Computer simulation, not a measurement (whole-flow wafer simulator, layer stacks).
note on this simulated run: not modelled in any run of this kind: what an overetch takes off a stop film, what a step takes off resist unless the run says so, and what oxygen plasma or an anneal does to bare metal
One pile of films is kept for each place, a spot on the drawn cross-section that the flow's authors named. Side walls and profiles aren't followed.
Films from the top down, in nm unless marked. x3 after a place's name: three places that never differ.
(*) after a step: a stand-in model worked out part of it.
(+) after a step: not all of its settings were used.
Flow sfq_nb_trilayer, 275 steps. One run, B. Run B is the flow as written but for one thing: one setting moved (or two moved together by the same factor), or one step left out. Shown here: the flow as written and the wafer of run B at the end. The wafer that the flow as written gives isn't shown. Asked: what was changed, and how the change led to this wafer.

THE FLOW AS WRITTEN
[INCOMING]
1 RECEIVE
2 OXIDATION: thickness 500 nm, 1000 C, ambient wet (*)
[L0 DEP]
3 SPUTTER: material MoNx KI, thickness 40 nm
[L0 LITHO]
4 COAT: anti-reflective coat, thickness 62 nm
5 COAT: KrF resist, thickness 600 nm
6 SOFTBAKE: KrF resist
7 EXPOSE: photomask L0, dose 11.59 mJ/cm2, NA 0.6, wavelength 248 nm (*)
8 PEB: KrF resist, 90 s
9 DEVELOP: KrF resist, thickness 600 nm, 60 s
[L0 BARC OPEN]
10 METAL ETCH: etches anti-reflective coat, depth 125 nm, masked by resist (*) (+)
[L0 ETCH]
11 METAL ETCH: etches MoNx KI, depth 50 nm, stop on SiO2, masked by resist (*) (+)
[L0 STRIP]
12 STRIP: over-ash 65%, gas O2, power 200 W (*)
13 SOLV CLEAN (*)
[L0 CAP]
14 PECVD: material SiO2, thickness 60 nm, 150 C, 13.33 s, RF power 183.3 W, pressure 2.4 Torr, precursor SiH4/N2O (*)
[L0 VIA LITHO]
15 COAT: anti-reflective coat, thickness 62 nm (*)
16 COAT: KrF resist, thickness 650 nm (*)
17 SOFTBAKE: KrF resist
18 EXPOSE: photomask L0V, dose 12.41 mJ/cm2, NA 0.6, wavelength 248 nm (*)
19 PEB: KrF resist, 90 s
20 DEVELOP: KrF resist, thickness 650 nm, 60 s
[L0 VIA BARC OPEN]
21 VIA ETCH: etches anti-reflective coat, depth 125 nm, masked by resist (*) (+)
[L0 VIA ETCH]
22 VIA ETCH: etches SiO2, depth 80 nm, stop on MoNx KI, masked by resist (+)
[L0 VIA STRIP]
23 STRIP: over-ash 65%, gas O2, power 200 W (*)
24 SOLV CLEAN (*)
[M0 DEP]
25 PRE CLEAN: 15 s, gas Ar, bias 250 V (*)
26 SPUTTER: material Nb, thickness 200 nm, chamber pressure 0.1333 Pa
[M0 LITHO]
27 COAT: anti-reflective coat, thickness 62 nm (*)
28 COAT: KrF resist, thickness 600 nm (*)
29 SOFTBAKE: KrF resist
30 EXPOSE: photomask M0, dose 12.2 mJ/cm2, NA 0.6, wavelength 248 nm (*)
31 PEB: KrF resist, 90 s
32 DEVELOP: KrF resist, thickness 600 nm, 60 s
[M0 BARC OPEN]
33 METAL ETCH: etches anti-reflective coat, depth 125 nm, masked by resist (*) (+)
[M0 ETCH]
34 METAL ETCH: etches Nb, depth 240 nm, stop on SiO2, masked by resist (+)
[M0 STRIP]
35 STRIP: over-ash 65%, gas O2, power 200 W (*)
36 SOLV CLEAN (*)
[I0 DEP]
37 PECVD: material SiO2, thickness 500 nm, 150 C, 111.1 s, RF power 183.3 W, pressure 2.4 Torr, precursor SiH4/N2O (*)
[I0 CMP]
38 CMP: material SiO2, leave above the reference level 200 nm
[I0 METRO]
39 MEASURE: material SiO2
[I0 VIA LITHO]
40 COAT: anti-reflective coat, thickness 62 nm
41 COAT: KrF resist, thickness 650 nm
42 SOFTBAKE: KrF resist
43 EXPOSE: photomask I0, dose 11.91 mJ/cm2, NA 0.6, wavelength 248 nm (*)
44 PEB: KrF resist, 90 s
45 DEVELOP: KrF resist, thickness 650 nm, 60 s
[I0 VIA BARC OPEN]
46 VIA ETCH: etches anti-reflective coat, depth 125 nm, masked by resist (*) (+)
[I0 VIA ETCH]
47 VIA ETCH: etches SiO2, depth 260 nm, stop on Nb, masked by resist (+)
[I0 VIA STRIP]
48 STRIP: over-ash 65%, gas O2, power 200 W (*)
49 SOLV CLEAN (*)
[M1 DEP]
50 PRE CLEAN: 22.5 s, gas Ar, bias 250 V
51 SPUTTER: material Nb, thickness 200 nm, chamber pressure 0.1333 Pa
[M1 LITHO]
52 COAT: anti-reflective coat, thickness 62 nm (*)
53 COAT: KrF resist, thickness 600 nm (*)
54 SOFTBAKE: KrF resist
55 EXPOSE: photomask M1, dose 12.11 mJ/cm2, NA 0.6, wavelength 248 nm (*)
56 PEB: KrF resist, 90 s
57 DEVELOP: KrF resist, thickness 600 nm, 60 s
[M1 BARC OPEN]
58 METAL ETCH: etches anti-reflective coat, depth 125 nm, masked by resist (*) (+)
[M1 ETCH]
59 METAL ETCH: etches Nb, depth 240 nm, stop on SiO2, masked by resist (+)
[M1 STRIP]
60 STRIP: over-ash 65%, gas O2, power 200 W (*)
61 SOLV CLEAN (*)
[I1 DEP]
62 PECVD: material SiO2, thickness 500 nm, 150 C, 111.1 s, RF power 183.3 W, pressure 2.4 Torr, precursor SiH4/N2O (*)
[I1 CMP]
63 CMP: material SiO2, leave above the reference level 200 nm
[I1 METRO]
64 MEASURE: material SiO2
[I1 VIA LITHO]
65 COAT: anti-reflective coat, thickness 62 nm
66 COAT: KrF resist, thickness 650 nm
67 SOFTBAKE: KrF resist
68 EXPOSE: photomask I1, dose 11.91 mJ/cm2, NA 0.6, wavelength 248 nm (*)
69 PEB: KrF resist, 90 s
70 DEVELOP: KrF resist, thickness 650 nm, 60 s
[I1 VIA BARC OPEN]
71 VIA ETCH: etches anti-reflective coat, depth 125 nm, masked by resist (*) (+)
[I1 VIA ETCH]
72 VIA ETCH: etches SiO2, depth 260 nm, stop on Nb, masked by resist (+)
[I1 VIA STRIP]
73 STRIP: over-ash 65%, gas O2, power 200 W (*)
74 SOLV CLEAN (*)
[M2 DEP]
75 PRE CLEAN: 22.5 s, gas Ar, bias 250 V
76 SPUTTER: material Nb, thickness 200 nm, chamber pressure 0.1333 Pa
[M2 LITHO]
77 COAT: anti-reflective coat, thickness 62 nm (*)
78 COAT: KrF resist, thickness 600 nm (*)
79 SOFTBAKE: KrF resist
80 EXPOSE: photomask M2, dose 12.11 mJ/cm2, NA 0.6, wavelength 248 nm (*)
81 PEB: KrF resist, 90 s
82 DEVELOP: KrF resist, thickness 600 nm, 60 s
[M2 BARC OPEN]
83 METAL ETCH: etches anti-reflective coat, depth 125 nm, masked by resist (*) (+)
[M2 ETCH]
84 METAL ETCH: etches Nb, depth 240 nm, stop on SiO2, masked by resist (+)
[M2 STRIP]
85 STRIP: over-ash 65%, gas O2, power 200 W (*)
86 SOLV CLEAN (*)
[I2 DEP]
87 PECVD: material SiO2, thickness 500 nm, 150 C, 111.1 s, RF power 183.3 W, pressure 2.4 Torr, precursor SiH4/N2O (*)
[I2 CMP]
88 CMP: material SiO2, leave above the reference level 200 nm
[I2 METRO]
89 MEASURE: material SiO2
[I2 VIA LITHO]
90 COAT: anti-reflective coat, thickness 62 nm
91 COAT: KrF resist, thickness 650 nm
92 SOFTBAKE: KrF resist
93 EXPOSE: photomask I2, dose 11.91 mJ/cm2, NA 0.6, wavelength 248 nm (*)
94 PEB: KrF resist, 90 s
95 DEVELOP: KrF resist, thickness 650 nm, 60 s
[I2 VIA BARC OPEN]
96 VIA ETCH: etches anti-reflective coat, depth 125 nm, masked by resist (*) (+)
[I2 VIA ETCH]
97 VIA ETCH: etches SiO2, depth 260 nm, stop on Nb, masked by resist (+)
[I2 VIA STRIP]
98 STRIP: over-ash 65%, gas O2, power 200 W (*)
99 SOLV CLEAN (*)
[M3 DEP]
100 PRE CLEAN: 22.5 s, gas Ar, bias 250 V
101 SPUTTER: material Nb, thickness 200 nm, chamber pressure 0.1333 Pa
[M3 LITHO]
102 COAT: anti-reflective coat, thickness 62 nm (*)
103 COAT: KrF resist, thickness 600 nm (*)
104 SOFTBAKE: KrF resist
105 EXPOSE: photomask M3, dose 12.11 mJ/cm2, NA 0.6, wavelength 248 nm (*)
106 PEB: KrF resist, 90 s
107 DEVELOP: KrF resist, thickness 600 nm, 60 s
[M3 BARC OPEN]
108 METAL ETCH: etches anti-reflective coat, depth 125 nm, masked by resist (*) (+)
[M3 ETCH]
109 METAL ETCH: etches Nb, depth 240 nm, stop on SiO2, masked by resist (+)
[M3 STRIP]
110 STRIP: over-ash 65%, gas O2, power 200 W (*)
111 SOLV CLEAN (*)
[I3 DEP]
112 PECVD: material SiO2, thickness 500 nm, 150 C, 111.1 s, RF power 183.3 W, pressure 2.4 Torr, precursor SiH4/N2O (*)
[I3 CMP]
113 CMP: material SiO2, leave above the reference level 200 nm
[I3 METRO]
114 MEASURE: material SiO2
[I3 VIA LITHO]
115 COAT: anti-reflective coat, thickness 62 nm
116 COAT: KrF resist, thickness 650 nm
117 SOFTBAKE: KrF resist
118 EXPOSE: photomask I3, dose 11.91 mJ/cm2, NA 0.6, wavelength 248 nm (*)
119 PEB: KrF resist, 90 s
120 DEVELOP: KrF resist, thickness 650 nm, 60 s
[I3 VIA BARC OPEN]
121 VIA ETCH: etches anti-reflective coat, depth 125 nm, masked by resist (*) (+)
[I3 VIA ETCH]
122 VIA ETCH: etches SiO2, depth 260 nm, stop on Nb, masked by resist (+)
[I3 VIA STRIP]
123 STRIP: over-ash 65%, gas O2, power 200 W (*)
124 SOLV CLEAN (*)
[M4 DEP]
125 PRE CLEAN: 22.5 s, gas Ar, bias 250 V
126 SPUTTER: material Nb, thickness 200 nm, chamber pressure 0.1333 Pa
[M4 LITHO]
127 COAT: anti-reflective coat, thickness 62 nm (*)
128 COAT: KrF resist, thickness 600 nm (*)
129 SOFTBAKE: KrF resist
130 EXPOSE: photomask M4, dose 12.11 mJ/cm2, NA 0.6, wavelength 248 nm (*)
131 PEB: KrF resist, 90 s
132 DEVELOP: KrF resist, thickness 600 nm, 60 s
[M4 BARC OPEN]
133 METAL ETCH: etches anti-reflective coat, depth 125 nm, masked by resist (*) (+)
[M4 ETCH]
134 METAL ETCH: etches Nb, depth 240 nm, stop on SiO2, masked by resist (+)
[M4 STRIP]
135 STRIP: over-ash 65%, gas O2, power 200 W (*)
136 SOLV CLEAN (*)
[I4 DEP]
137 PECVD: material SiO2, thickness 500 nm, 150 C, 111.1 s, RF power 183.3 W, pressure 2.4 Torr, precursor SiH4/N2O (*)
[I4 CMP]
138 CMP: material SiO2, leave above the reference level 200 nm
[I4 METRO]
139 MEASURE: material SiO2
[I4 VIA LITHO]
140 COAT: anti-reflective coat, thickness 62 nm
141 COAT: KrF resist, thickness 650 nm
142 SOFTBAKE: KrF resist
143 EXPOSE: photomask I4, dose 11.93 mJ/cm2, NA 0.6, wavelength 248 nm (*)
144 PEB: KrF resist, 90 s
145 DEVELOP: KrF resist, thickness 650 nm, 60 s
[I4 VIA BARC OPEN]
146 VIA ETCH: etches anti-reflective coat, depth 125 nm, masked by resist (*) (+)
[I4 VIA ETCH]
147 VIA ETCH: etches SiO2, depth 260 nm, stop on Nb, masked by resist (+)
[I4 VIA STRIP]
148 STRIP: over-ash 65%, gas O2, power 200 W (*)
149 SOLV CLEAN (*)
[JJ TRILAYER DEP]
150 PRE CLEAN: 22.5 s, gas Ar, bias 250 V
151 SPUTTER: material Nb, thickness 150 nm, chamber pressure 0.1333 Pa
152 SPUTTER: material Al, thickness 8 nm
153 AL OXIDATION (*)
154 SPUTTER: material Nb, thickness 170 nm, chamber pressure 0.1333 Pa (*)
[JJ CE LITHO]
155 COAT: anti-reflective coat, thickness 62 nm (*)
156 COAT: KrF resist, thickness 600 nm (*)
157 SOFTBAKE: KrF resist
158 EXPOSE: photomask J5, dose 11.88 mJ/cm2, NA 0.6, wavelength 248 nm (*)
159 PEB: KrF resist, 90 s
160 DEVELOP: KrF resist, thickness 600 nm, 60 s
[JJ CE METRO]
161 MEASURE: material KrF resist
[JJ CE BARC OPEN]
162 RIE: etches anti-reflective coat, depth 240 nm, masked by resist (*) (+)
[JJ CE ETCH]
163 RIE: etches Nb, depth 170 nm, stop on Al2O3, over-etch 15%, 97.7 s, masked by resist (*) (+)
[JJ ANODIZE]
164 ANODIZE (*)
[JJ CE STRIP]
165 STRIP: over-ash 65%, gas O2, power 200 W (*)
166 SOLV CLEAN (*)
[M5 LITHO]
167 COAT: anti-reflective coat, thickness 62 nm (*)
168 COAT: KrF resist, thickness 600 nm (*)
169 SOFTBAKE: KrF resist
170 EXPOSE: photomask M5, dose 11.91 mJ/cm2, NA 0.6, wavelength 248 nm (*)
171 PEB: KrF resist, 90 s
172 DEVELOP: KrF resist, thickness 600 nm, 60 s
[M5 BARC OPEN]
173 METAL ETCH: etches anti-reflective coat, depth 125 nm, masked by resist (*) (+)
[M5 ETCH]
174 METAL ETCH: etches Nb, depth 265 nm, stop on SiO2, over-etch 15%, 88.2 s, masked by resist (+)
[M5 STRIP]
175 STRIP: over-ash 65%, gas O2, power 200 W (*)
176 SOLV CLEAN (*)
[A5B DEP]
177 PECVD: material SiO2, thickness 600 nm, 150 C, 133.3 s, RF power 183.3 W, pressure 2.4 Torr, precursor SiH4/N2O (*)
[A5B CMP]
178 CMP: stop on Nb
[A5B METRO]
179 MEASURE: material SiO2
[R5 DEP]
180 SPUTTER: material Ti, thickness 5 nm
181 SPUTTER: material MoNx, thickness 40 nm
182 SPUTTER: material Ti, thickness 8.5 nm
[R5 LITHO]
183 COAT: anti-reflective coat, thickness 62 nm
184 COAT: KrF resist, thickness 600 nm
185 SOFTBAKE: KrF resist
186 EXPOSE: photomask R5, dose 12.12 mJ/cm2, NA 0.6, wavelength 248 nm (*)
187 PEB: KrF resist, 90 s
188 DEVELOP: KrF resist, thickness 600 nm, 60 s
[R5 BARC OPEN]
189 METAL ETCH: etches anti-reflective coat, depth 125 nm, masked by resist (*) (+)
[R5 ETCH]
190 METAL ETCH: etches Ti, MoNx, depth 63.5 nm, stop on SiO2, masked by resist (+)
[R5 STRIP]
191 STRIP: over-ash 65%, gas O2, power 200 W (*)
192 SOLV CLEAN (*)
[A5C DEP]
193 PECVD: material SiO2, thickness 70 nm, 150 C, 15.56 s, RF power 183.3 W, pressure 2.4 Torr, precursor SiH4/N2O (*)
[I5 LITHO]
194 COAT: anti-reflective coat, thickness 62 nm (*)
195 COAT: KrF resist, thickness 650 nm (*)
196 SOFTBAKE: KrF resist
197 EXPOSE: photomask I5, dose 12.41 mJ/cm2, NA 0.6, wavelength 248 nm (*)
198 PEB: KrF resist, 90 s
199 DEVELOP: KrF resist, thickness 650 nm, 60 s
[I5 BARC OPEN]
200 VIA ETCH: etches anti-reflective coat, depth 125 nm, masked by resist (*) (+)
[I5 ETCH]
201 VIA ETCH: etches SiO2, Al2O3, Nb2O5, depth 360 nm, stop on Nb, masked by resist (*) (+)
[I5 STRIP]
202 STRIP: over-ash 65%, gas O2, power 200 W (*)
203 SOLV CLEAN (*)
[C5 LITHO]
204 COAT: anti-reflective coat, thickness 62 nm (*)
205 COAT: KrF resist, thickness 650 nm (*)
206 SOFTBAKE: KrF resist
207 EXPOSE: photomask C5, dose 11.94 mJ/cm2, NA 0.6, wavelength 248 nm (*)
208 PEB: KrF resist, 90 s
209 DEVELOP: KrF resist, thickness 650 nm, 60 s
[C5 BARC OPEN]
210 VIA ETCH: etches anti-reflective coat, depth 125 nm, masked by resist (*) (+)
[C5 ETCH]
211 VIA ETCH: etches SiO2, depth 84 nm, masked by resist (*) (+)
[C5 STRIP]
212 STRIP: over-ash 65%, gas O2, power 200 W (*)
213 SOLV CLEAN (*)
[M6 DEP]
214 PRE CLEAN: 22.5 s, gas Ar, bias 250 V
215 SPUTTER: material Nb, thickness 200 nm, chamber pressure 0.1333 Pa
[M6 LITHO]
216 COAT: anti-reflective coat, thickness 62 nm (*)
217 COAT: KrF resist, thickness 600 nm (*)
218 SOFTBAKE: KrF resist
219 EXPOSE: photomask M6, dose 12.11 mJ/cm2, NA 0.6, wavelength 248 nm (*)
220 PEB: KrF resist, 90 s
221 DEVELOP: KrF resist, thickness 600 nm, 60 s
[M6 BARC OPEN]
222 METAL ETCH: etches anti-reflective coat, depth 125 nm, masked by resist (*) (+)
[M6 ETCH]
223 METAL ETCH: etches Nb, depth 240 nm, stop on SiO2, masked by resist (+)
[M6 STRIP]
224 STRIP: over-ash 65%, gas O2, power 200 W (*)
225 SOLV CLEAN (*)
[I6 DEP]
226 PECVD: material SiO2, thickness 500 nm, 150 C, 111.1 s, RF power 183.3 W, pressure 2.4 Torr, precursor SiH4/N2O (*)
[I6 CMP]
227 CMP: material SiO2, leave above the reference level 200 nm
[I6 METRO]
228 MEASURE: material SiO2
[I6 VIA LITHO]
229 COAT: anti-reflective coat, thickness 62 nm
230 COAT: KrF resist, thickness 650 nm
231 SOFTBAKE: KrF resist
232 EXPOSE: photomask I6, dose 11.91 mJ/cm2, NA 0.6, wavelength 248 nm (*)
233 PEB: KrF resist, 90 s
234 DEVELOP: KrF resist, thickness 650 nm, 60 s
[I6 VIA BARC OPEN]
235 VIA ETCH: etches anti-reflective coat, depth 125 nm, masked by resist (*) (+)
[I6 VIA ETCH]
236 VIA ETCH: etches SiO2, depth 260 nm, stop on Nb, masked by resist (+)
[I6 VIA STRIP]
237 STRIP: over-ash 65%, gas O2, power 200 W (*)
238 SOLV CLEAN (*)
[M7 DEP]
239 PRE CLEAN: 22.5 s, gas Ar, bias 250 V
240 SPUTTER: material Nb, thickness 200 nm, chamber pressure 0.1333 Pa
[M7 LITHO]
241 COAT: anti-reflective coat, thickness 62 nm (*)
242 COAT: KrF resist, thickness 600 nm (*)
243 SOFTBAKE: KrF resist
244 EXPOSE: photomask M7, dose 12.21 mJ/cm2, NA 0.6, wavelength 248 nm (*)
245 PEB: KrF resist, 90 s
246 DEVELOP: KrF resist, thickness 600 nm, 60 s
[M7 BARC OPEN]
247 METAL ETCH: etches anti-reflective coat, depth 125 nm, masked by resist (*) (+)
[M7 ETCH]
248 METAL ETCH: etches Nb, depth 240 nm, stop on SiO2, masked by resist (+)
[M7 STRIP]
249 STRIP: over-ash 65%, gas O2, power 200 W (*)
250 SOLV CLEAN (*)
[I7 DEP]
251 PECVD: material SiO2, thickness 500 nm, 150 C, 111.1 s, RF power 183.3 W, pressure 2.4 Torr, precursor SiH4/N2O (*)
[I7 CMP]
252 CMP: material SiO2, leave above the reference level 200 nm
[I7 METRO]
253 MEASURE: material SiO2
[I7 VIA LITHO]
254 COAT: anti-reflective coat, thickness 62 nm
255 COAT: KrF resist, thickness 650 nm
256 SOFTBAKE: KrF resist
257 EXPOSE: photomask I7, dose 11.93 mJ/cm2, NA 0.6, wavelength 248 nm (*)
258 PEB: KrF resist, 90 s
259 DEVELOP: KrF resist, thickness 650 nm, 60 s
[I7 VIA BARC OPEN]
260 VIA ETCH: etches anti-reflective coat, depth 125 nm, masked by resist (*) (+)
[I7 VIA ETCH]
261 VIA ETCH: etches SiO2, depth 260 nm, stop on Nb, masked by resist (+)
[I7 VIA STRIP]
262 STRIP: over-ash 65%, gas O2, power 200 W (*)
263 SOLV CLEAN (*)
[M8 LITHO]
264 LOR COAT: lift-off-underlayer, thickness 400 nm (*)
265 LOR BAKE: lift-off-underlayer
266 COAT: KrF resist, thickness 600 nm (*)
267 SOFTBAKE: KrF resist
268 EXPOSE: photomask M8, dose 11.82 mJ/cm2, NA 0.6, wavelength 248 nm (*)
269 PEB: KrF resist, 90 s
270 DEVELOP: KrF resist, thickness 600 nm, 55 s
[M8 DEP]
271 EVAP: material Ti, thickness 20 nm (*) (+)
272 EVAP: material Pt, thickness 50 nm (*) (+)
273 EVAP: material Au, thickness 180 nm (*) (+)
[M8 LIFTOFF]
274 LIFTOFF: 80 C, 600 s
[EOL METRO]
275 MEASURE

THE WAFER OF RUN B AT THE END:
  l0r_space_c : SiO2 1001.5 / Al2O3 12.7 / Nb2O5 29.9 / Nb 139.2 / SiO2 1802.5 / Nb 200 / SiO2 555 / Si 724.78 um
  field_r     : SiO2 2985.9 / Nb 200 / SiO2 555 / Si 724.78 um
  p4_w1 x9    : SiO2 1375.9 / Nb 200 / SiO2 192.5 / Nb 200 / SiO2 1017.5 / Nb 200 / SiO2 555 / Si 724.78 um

The cause: step 51, SPUTTER: thickness 240 nm was run, where the flow has thickness 200 nm.

How the change led to this, step by step:
  51 SPUTTER: material Nb, thickness 200 nm, chamber pressure 0.1333 Pa
      field_l, v_sur, via_wl and 102 more: Nb +240 (new film) (as written it would be: Nb +200 (new film))
      via_w: Nb +209.9 (as written it would be: Nb +174.5)
  52 COAT: anti-reflective coat, thickness 62 nm (*)
      via_wl: anti-reflective coat +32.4 (new film) (as written it would be: anti-reflective coat +33.8 (new film))
      via_wr: anti-reflective coat +33.6 (new film) (as written it would be: anti-reflective coat +34.9 (new film))
  59 METAL ETCH: etches Nb, depth 240 nm, stop on SiO2, masked by resist (+)
      field_l, be, be_sur and 79 more: Nb -240 (all of it) (as written it would be: Nb -200 (all of it))
  60 STRIP: over-ash 65%, gas O2, power 200 W (*)
      via_wl: KrF resist -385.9 (all of it), anti-reflective coat -32.4 (all of it) (as written it would be: KrF resist -385.5 (all of it), anti-reflective coat -33.8 (all of it))
      via_wr: KrF resist -384.8 (all of it), anti-reflective coat -33.6 (all of it) (as written it would be: KrF resist -384.4 (all of it), anti-reflective coat -34.9 (all of it))
  62 PECVD: material SiO2, thickness 500 nm, 150 C, 111.1 s, RF power 183.3 W, pressure 2.4 Torr, precursor SiH4/N2O (*)
      wl_d_sl, wl_d_sr: SiO2 +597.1 (as written it would be: SiO2 +557.1)
      via_w: SiO2 +586.1 (new film) (as written it would be: SiO2 +606 (new film))
  63 CMP: material SiO2, leave above the reference level 200 nm
      field_l, be, be_sur and 72 more: SiO2 -60 (as written it would be: SiO2 -100)
      lsp_m, ln_m6, lsp_r, l0_sur, l0v: SiO2 -53.9 (as written it would be: SiO2 -94.9)
      (and at 1 more place)
